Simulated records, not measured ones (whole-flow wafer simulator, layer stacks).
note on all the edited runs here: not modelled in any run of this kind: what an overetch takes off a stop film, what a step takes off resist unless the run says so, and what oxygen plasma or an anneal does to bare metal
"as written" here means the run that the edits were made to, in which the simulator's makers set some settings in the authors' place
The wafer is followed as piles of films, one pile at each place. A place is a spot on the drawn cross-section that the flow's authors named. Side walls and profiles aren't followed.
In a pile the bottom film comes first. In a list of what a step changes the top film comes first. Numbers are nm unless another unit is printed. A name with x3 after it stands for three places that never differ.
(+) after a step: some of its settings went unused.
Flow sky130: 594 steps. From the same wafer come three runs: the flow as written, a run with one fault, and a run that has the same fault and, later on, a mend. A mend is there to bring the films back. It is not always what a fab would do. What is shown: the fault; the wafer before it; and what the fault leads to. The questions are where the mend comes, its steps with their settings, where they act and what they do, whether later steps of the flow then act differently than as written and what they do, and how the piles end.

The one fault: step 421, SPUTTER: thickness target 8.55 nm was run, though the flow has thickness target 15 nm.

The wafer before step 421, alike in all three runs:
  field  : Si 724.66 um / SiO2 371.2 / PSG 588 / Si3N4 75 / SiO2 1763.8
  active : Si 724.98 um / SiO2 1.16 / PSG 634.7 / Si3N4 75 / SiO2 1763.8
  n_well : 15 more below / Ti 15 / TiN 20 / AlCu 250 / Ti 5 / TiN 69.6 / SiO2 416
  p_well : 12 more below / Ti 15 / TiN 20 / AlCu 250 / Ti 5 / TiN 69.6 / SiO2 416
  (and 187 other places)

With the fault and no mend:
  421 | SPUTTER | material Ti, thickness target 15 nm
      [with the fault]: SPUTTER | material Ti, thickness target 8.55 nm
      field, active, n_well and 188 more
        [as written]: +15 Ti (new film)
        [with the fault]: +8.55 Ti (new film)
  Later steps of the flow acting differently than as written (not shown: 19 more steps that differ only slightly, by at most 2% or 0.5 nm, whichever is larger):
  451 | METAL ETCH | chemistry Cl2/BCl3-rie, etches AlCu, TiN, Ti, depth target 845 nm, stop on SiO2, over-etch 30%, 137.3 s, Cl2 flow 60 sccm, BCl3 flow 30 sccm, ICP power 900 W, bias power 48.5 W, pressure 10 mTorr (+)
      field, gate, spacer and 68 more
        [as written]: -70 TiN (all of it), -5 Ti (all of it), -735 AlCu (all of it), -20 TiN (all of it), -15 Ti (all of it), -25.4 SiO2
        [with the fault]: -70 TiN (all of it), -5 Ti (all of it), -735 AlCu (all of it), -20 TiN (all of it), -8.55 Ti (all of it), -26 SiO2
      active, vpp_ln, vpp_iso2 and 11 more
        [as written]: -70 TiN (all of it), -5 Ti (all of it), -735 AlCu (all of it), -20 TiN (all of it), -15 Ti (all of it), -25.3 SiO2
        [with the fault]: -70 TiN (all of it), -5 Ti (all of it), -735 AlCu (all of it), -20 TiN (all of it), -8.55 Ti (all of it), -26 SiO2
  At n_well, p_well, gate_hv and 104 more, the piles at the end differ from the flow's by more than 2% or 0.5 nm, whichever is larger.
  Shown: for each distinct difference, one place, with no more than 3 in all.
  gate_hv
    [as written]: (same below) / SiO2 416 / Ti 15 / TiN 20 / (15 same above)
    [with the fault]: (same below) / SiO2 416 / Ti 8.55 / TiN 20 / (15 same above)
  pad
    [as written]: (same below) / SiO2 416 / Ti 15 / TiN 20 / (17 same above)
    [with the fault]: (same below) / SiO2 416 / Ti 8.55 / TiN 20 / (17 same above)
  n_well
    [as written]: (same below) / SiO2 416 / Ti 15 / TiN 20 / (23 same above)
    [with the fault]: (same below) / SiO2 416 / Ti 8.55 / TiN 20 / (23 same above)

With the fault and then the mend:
  The mend follows step 421.
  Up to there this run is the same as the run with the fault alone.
  421a | SPUTTER | material Ti, thickness target 6.45 nm (the flow's step 421, run once more with other settings)
      field, active, n_well and 188 more
        +6.45 Ti
  Every later step of the flow that is run acts as written at every place that is followed.
  By the end, the piles equal the flow's at every place that both follow.
